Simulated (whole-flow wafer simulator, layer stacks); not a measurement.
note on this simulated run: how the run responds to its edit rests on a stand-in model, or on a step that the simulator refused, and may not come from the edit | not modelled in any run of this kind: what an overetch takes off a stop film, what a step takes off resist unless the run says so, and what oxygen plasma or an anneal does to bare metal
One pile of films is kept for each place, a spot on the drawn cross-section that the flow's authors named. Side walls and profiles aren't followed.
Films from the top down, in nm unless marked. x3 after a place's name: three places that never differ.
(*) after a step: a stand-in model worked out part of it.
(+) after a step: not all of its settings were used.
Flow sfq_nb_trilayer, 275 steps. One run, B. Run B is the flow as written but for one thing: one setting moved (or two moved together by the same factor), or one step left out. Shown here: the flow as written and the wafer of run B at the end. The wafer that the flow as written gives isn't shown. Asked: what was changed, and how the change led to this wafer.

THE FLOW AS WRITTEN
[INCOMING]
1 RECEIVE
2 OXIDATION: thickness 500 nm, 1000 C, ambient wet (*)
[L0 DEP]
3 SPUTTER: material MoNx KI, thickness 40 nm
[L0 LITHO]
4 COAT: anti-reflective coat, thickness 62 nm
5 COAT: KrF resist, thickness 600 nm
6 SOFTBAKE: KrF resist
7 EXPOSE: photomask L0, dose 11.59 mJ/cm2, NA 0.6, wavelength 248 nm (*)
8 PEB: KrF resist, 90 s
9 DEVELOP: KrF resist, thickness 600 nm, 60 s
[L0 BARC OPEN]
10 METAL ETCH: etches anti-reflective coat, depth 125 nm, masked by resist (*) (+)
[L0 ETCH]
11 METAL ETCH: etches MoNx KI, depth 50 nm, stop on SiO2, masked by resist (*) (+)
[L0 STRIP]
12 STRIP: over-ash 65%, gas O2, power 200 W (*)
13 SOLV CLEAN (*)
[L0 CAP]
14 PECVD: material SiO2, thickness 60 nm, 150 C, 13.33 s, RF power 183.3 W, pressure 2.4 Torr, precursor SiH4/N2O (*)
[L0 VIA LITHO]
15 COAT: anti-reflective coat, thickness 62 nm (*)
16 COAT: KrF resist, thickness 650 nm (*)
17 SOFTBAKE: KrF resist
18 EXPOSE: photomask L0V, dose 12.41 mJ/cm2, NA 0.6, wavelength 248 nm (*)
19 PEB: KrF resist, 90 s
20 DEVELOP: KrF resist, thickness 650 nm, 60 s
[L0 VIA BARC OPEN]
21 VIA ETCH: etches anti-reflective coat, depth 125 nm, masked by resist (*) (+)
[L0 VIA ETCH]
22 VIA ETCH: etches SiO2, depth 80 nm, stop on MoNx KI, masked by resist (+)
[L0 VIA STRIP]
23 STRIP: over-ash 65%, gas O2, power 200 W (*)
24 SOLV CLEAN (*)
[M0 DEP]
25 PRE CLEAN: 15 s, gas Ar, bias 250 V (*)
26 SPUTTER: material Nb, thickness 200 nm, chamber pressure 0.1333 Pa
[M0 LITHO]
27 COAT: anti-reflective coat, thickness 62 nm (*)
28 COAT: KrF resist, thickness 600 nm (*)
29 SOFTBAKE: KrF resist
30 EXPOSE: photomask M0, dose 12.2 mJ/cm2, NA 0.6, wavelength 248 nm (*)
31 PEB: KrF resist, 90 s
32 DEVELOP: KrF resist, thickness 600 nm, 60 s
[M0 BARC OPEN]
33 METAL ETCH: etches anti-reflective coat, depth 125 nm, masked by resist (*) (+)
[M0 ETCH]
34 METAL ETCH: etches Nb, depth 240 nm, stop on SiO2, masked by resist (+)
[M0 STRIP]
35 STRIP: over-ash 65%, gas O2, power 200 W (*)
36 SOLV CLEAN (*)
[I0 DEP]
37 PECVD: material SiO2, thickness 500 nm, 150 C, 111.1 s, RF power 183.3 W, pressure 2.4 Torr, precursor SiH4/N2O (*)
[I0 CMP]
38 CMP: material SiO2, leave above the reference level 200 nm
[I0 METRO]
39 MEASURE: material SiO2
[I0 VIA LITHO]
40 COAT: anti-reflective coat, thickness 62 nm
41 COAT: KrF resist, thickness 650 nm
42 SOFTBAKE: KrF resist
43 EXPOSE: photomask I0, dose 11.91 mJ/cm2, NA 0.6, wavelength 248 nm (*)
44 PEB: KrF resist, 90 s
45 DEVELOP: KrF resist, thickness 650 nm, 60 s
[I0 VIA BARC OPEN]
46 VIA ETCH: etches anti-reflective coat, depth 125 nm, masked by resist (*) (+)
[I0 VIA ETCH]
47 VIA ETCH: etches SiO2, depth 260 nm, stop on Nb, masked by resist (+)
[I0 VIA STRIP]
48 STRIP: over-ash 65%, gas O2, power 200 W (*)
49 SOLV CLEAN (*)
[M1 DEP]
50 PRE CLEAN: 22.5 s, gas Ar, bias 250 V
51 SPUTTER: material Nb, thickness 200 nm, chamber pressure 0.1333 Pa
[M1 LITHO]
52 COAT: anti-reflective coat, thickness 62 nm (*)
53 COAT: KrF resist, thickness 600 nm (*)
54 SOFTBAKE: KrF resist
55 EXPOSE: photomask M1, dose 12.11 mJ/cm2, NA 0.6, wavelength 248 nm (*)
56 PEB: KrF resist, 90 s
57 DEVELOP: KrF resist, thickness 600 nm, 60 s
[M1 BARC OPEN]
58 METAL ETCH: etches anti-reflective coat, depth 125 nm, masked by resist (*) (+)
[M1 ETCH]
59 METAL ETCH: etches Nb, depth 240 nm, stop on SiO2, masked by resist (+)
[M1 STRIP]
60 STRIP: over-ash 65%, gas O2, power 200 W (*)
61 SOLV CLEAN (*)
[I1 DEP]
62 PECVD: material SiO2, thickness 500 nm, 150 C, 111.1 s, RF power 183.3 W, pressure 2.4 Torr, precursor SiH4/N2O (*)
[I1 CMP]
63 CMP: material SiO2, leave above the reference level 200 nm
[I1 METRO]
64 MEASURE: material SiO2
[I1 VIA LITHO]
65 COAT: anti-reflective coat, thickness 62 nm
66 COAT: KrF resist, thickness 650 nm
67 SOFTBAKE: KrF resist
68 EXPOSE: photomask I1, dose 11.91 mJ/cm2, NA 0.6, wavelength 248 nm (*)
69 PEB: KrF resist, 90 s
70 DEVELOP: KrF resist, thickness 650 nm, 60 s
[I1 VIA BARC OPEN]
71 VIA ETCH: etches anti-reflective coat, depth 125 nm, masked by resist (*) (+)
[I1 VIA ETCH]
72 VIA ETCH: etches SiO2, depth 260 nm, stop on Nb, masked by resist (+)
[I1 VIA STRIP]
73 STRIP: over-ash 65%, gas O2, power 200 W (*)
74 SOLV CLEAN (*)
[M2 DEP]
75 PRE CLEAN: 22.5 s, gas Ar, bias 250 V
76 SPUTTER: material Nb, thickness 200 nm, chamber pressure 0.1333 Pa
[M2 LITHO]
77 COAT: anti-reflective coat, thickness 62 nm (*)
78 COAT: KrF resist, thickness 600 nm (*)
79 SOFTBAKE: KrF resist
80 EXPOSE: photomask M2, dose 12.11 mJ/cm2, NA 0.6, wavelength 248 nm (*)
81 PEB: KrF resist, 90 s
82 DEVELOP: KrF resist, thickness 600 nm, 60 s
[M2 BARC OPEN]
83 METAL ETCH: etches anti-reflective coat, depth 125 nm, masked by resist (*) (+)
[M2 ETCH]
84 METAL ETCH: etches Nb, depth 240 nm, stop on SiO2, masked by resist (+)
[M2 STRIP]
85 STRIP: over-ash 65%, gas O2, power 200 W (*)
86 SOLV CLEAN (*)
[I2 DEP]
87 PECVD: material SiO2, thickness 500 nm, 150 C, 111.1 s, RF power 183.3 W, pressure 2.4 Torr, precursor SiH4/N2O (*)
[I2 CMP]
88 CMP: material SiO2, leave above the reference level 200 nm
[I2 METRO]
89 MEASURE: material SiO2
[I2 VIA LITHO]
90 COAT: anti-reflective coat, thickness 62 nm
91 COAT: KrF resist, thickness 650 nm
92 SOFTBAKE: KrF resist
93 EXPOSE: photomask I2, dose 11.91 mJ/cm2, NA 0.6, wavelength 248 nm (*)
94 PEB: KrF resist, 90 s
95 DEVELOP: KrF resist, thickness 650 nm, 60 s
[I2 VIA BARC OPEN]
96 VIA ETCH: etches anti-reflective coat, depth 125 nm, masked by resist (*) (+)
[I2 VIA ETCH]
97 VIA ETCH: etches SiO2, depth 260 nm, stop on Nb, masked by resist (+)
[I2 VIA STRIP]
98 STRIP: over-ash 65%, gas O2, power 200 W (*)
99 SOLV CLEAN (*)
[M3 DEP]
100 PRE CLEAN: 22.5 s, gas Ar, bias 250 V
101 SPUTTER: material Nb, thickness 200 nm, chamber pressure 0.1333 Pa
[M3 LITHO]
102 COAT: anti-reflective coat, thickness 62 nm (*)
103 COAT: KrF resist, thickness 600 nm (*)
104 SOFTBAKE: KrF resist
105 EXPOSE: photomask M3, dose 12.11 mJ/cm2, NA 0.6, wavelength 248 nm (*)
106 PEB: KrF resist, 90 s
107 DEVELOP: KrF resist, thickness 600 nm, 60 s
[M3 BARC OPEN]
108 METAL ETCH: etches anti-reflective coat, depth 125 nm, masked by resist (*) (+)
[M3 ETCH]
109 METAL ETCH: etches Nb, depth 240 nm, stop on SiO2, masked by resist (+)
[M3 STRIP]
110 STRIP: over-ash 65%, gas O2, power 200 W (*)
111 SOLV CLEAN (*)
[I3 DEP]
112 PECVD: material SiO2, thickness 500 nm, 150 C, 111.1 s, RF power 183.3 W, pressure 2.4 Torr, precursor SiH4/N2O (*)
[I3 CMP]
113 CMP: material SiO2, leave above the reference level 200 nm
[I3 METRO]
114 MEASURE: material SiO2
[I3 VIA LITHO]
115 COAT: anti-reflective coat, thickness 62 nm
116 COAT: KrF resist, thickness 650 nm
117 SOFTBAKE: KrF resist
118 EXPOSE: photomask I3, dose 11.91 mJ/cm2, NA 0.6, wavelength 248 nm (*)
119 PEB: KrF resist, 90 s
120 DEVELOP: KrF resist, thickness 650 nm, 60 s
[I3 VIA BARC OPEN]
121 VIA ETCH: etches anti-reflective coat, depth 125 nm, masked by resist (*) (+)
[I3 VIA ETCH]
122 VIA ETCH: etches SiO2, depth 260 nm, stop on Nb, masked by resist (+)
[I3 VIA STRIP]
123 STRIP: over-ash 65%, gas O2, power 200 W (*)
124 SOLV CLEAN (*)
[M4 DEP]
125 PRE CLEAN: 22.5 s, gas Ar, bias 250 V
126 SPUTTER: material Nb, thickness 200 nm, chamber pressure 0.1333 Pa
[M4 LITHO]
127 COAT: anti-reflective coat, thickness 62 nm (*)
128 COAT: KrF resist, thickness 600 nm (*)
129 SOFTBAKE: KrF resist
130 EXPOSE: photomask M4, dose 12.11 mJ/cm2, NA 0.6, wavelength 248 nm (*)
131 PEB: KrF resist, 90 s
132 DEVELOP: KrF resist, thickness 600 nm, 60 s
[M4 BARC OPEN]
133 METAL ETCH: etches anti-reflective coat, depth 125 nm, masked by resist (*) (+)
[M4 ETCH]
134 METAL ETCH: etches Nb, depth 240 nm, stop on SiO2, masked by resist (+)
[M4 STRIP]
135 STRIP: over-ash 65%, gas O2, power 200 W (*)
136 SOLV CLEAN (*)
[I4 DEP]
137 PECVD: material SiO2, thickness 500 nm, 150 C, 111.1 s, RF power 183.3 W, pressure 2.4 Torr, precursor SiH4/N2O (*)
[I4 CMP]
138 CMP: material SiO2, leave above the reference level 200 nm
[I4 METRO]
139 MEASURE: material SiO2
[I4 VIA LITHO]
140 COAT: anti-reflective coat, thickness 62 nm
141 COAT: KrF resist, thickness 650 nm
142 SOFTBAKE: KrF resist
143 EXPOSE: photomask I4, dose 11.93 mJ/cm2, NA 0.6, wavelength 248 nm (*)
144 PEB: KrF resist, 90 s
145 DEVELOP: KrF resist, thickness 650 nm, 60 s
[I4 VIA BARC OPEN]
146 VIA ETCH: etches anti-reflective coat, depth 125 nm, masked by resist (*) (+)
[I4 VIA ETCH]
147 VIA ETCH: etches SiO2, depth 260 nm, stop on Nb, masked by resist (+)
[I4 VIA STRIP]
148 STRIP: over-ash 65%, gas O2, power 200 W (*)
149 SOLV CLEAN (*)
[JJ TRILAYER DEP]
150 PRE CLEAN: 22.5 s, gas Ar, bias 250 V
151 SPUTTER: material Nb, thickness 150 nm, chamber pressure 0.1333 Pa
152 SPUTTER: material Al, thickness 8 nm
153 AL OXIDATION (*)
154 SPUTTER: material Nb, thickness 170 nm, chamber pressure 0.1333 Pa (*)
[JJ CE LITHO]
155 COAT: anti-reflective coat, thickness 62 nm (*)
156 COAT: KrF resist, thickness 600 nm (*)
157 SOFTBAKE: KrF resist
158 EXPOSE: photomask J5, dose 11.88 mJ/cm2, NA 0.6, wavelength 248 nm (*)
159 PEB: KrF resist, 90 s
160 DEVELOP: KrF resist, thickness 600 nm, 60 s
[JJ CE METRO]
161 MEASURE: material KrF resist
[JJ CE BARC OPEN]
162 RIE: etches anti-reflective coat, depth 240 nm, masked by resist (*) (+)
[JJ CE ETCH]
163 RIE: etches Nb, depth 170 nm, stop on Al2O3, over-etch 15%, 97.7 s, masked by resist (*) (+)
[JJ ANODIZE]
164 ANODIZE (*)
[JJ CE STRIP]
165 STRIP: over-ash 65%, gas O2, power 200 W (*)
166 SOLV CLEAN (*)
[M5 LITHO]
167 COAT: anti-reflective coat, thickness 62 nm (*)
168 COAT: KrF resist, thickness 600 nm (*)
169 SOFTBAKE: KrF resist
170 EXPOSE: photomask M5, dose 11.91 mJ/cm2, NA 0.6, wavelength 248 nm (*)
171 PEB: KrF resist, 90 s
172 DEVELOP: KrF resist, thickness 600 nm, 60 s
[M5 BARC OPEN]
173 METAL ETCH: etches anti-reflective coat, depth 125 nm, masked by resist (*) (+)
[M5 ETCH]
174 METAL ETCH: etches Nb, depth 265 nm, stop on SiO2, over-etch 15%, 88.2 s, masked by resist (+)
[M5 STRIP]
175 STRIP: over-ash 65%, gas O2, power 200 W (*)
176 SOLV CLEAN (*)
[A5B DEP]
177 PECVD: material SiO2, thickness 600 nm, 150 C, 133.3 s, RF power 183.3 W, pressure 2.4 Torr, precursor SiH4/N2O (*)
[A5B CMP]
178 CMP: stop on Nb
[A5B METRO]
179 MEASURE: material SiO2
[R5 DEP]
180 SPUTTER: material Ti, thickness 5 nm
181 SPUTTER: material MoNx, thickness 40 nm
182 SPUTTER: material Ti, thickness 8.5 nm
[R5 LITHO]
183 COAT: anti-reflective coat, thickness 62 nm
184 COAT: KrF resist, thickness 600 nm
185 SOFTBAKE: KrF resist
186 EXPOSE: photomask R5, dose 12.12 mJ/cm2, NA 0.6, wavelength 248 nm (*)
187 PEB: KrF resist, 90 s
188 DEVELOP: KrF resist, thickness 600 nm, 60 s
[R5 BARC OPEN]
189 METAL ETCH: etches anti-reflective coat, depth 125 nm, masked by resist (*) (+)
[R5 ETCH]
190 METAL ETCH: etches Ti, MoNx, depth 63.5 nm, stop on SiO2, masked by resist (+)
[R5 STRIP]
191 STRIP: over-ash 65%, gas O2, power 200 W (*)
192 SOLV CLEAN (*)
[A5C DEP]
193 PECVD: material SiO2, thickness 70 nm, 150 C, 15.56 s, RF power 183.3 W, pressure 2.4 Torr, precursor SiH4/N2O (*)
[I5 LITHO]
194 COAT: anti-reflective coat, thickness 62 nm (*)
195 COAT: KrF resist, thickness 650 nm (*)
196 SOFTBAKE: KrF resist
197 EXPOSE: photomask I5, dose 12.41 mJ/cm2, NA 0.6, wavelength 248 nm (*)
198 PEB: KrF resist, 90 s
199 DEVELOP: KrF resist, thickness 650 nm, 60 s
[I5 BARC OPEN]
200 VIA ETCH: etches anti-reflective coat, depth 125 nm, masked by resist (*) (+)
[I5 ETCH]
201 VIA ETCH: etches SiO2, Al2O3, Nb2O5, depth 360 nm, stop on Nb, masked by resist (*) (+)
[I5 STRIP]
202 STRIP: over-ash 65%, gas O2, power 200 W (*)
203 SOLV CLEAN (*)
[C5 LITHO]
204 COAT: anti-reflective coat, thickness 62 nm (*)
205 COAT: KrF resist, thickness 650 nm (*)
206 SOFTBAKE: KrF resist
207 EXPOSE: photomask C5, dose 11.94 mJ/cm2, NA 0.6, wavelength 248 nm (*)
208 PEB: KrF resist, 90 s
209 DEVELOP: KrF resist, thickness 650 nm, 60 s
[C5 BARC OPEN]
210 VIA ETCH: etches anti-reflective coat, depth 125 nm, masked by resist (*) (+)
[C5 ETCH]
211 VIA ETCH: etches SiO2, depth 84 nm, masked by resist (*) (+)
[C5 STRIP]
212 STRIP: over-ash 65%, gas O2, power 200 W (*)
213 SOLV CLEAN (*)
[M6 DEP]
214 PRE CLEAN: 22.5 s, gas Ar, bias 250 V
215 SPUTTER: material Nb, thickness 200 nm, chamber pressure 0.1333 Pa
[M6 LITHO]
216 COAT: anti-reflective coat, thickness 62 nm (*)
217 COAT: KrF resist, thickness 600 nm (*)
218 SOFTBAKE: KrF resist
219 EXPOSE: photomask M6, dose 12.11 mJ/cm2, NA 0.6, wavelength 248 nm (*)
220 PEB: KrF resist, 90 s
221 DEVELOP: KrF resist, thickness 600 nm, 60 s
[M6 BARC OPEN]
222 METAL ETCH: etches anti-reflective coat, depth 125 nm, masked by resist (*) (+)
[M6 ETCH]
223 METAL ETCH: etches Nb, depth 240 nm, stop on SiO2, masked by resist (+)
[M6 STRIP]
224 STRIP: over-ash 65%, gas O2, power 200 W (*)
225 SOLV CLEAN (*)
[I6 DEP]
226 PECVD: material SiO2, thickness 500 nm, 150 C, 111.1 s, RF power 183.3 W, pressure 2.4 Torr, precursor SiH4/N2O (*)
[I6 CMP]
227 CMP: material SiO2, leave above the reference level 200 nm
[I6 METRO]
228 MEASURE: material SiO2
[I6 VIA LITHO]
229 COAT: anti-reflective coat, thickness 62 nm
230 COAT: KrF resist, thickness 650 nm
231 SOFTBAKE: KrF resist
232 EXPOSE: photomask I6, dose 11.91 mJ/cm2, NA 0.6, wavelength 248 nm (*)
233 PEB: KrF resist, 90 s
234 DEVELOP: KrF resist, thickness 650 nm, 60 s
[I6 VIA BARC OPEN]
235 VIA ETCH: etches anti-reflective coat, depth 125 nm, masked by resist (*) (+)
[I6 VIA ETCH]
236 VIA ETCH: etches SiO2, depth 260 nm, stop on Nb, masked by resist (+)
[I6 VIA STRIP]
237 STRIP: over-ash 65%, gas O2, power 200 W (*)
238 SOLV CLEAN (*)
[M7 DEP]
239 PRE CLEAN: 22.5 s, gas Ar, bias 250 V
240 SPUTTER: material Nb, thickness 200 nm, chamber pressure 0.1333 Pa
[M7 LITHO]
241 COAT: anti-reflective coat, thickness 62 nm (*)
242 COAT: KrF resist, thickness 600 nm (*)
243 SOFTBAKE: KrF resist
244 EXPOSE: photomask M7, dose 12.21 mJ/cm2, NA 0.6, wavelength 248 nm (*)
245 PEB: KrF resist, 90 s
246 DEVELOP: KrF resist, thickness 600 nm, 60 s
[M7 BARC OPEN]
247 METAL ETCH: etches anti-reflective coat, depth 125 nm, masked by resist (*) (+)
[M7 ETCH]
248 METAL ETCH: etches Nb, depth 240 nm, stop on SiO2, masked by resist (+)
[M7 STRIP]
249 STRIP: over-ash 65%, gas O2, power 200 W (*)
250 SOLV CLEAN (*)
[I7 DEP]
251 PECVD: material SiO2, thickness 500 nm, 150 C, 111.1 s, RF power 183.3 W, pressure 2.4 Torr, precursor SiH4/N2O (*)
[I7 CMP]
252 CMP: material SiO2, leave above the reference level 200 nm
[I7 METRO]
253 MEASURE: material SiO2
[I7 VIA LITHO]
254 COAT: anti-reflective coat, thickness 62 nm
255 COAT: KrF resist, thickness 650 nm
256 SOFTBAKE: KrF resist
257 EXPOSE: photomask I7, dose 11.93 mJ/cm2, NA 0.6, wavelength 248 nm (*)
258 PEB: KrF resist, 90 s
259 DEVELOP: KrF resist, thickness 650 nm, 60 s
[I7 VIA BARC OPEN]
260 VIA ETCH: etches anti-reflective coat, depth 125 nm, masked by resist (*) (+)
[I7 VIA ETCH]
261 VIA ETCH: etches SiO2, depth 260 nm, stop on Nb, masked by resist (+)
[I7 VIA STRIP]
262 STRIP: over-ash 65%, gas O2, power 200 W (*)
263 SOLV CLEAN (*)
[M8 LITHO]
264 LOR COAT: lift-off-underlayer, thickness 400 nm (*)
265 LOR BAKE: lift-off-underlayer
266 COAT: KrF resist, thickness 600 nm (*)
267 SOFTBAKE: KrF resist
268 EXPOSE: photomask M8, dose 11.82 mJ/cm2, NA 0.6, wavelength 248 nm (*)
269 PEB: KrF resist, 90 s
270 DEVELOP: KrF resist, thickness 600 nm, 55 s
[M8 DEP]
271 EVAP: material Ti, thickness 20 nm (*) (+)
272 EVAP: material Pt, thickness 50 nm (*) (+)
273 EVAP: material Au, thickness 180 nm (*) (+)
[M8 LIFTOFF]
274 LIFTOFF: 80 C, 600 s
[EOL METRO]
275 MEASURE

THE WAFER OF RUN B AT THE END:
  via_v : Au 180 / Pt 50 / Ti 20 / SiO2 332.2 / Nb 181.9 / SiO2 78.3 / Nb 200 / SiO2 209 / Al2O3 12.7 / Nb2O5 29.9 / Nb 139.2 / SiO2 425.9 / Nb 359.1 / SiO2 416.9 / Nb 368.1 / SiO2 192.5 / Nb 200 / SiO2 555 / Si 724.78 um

The cause: step 236, VIA ETCH: depth 114 nm was run, where the flow has depth 260 nm.

How the change led to this, step by step:
  236 VIA ETCH: etches SiO2, depth 260 nm, stop on Nb, masked by resist (+)
      via_v: SiO2 -114 (as written it would be: SiO2 -199.8 (all of it))
      field_l, v_sur, via_wl and 102 more: KrF resist -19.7 (as written it would be: KrF resist -44.8)
  237 STRIP: over-ash 65%, gas O2, power 200 W (*)
      field_l, v_sur, via_wl and 102 more: KrF resist -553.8 (all of it), anti-reflective coat -62 (all of it) (as written it would be: KrF resist -528.6 (all of it), anti-reflective coat -62 (all of it))
  239 PRE CLEAN: 22.5 s, gas Ar, bias 250 V
      via_v: SiO2 -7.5 (as written it would be: Nb -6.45)
  240 SPUTTER: material Nb, thickness 200 nm, chamber pressure 0.1333 Pa
      via_v: Nb +181.9 (new film) (as written it would be: Nb +161.1)
  241 COAT: anti-reflective coat, thickness 62 nm (*)
      via_sp: anti-reflective coat +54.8 (new film) (as written it would be: anti-reflective coat +53.1 (new film))
      via_v: anti-reflective coat +106.1 (new film) (as written it would be: anti-reflective coat +126 (new film))
      (and at 1 more place)
  242 COAT: KrF resist, thickness 600 nm (*)
      via_v: KrF resist +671 (new film) (as written it would be: KrF resist +742.5 (new film))
  249 STRIP: over-ash 65%, gas O2, power 200 W (*)
      via_sp: KrF resist -379.5 (all of it), anti-reflective coat -54.8 (all of it) (as written it would be: KrF resist -373.6 (all of it), anti-reflective coat -53.1 (all of it))
      via_v: KrF resist -453.2 (all of it), anti-reflective coat -106.1 (all of it) (as written it would be: KrF resist -524.5 (all of it), anti-reflective coat -126 (all of it))
      (and at 1 more place)
  251 PECVD: material SiO2, thickness 500 nm, 150 C, 111.1 s, RF power 183.3 W, pressure 2.4 Torr, precursor SiH4/N2O (*)
      via_v: SiO2 +500 (new film) (as written it would be: SiO2 +621 (new film))
  252 CMP: material SiO2, leave above the reference level 200 nm
      via_v: SiO2 -167.8 (as written it would be: SiO2 -183.1)
Counting metal films that touch as one body, via_v has 7 bodies (between them, from the top down: SiO2 332.2; SiO2 78.3; SiO2 209 / Al2O3 12.7 / Nb2O5 29.9; SiO2 425.9; SiO2 416.9; SiO2 192.5); the flow as written gives 6 bodies (between them, from the top down: SiO2 437.8; SiO2 209 / Al2O3 12.7 / Nb2O5 29.9; SiO2 425.9; SiO2 416.9; SiO2 192.5).
